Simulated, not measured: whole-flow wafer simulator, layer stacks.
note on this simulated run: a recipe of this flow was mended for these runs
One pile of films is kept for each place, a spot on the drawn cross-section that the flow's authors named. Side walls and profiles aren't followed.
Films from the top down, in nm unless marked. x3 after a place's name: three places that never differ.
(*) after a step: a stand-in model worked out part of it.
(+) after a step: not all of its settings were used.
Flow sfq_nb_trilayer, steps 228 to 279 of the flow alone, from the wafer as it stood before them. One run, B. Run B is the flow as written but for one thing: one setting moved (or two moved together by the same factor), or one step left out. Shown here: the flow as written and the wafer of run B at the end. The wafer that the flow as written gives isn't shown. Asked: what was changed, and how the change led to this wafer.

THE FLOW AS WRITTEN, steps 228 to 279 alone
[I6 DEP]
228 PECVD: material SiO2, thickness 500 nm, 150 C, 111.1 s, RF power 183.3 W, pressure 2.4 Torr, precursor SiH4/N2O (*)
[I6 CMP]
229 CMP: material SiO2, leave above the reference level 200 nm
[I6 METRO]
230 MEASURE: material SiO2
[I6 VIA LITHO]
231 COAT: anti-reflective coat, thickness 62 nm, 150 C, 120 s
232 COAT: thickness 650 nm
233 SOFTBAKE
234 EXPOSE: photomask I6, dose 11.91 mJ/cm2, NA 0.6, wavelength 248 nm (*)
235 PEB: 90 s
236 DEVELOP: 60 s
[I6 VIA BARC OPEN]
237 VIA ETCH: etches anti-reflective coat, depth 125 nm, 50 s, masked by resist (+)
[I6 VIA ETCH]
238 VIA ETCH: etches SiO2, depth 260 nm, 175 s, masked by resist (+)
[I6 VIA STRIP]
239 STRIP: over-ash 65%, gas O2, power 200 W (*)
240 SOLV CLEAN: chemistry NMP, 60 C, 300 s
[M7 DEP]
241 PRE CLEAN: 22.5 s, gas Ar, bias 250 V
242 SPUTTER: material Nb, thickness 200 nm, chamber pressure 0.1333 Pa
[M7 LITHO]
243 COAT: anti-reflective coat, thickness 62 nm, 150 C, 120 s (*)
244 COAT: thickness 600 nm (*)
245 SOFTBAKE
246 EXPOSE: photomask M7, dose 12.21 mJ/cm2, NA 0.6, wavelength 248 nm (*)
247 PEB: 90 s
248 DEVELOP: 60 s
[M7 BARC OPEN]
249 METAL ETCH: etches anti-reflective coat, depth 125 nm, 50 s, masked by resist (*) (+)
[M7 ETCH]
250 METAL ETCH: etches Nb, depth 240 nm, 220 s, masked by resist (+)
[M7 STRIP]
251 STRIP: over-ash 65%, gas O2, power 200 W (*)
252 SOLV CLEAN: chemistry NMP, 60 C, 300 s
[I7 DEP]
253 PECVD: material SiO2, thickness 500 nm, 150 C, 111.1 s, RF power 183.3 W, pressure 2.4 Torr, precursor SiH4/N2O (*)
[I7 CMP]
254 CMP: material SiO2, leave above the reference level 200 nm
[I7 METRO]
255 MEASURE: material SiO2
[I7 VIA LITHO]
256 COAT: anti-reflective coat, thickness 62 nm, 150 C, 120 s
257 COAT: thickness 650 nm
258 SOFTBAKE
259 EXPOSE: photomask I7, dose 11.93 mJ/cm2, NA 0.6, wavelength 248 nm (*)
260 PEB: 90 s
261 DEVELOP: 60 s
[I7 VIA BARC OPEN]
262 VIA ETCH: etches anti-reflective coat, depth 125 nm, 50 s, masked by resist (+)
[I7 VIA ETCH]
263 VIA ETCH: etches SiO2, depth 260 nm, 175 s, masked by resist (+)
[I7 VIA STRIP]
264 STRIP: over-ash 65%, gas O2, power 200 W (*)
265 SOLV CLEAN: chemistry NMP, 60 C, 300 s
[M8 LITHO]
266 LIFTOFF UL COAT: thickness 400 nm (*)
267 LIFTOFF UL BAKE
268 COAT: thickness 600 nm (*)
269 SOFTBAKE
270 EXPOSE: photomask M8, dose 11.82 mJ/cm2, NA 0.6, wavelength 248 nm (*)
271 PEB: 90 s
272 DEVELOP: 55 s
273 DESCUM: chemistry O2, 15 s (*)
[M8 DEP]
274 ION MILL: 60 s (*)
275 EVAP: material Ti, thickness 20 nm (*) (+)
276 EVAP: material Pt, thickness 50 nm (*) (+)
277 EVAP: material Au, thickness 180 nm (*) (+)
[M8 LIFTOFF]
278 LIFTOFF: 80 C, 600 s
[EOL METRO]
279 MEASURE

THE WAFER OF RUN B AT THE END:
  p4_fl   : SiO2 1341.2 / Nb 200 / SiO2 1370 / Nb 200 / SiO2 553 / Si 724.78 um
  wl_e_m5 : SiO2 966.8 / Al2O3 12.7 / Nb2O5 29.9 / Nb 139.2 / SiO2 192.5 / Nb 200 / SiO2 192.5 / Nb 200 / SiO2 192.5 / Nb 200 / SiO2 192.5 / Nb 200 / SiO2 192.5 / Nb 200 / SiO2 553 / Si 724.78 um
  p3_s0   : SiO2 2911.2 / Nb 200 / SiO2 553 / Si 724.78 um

The cause: step 228, PECVD: thickness 275 nm was run, where the flow has thickness 500 nm; step 228, PECVD: 61.11 s was run, where the flow has 111.1 s.

How the change led to this, step by step:
  228 PECVD: material SiO2, thickness 500 nm, 150 C, 111.1 s, RF power 183.3 W, pressure 2.4 Torr, precursor SiH4/N2O (*)
      field_l, p4_fl, p4_fm and 62 more: SiO2 +275 (as written it would be: SiO2 +500)
      v_sur, via_wl, via_w and 21 more: SiO2 +275 (new film) (as written it would be: SiO2 +500 (new film))
      (and at 17 more places)
  229 CMP: material SiO2, leave above the reference level 200 nm
      field_l, p4_fl, p4_fm and 59 more: nothing (as written it would be: SiO2 -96)
      moat, field_r, lsp_l, ln_m5, lsp_m: nothing (as written it would be: SiO2 -89.5)
      (and at 39 more places)
  231 COAT: anti-reflective coat, thickness 62 nm, 150 C, 120 s
      p3_s3, p3_l4, p3_s4, m8r_gap_c: anti-reflective coat +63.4 (new film) (as written it would be: anti-reflective coat +62 (new film))
      via_wl, ln_m5: anti-reflective coat +55.4 (new film) (as written it would be: anti-reflective coat +62 (new film))
      (and at 89 more places)
  232 COAT: thickness 650 nm
      via_w, c5j: KrF-resist-other-grade +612 (new film) (as written it would be: KrF-resist-other-grade +650 (new film))
      wl_a_sl, r5r_space_c: KrF-resist-other-grade +671.9 (new film) (as written it would be: KrF-resist-other-grade +650 (new film))
      (and at 61 more places)
  236 DEVELOP: 60 s
      via_v: KrF-resist-other-grade -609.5 (all of it) (as written it would be: KrF-resist-other-grade -648.6 (all of it))
  239 STRIP: over-ash 65%, gas O2, power 200 W (*)
      p3_s3, p3_s4: KrF-resist-other-grade -515.3 (all of it), anti-reflective coat -63.4 (all of it) (as written it would be: KrF-resist-other-grade -510.8 (all of it), anti-reflective coat -62 (all of it))
      m0r_line_l, m7r_line_l: KrF-resist-other-grade -549.6 (all of it), anti-reflective coat -51.2 (all of it) (as written it would be: KrF-resist-other-grade -510.8 (all of it), anti-reflective coat -62 (all of it))
      (and at 95 more places)
  242 SPUTTER: material Nb, thickness 200 nm, chamber pressure 0.1333 Pa
      lsp_r, l0_sur, l0v: Nb +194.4 (new film) (as written it would be: Nb +200 (new film))
      moat, lsp_m: Nb +186.5 (new film) (as written it would be: Nb +200 (new film))
      (and at 2 more places)
  243 COAT: anti-reflective coat, thickness 62 nm, 150 C, 120 s (*)
      p3_l2, p3_s3, p3_l4, p3_s4: anti-reflective coat +63.3 (new film) (as written it would be: anti-reflective coat +62 (new film))
      p4_g1, p3_l5: anti-reflective coat +63.8 (new film) (as written it would be: anti-reflective coat +62 (new film))
      (and at 91 more places)
  244 COAT: thickness 600 nm (*)
      m0r_line_l, m7r_line_l: KrF-resist-other-grade +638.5 (new film) (as written it would be: KrF-resist-other-grade +600 (new film))
      m0r_line_r, m7r_line_r: KrF-resist-other-grade +638.8 (new film) (as written it would be: KrF-resist-other-grade +600 (new film))
      (and at 61 more places)
  248 DEVELOP: 60 s
      m5r_line_l, m5r_line_r: KrF-resist-other-grade -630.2 (all of it) (as written it would be: KrF-resist-other-grade -598.7 (all of it))
      m5r_linepad_l, m5r_linepad_r: KrF-resist-other-grade -561.5 (all of it) (as written it would be: KrF-resist-other-grade -598.7 (all of it))
      (and at 25 more places)
  249 METAL ETCH: etches anti-reflective coat, depth 125 nm, 50 s, masked by resist (*) (+)
      m5r_linepad_l, m5r_linepad_r, m8r_pad_l, m8r_pad_r: anti-reflective coat -125 (as written it would be: anti-reflective coat -62 (all of it))
      p3_l2, p3_s3, p3_l4, p3_s4: anti-reflective coat -63.3 (all of it) (as written it would be: anti-reflective coat -62 (all of it))
      (and at 50 more places)
  250 METAL ETCH: etches Nb, depth 240 nm, 220 s, masked by resist (+)
      m5r_linepad_l, m5r_linepad_r: anti-reflective coat -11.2 (all of it), Nb -200 (all of it), SiO2 -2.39 (as written it would be: Nb -200 (all of it), SiO2 -4)
      m8r_pad_l, m8r_pad_r: anti-reflective coat -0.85 (all of it), Nb -200 (all of it), SiO2 -3.88 (as written it would be: Nb -200 (all of it), SiO2 -4)
      (and at 2 more places)
  251 STRIP: over-ash 65%, gas O2, power 200 W (*)
      v_sur: KrF-resist-other-grade -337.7 (all of it), anti-reflective coat -29.9 (all of it) (as written it would be: KrF-resist-other-grade -360.6 (all of it), anti-reflective coat -64.6 (all of it))
      via_wl: KrF-resist-other-grade -320 (all of it), anti-reflective coat -55.7 (all of it) (as written it would be: KrF-resist-other-grade -357.5 (all of it), anti-reflective coat -67.5 (all of it))
      (and at 39 more places)
  253 PECVD: material SiO2, thickness 500 nm, 150 C, 111.1 s, RF power 183.3 W, pressure 2.4 Torr, precursor SiH4/N2O (*)
      be: SiO2 +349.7 (new film) (as written it would be: SiO2 +500 (new film))
      gap: SiO2 +534 (new film) (as written it would be: SiO2 +500 (new film))
  254 CMP: material SiO2, leave above the reference level 200 nm
      field_l, p4_fl, p4_fm and 48 more: nothing (as written it would be: SiO2 -96)
      field_r, lsp_l: nothing (as written it would be: SiO2 -73.2)
      (and at 28 more places)
  256 COAT: anti-reflective coat, thickness 62 nm, 150 C, 120 s
      m5r_space_l, m5r_space_r, m8r_pad_w: anti-reflective coat +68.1 (new film) (as written it would be: anti-reflective coat +62 (new film))
      via_w, sp_r: anti-reflective coat +60.4 (new film) (as written it would be: anti-reflective coat +62 (new film))
      (and at 52 more places)
  ... 5 more steps ...
  278 LIFTOFF: 80 C, 600 s
      m0r_space_l, m0r_space_r: Au -180 (all of it), Pt -50 (all of it), Ti -20 (all of it), KrF-resist-other-grade -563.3 (all of it), lift-off-underlayer -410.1 (all of it) (as written it would be: Au -180 (all of it), Pt -50 (all of it), Ti -20 (all of it), KrF-resist-other-grade -562.7 (all of it), lift-off-underlayer -400 (all of it))
      m5r_linepad_l, m5r_linepad_r: Au -180 (all of it), Pt -50 (all of it), Ti -20 (all of it), KrF-resist-other-grade -559.6 (all of it), lift-off-underlayer -408.8 (all of it) (as written it would be: Au -180 (all of it), Pt -50 (all of it), Ti -20 (all of it), KrF-resist-other-grade -562.7 (all of it), lift-off-underlayer -400 (all of it))
      (and at 21 more places)
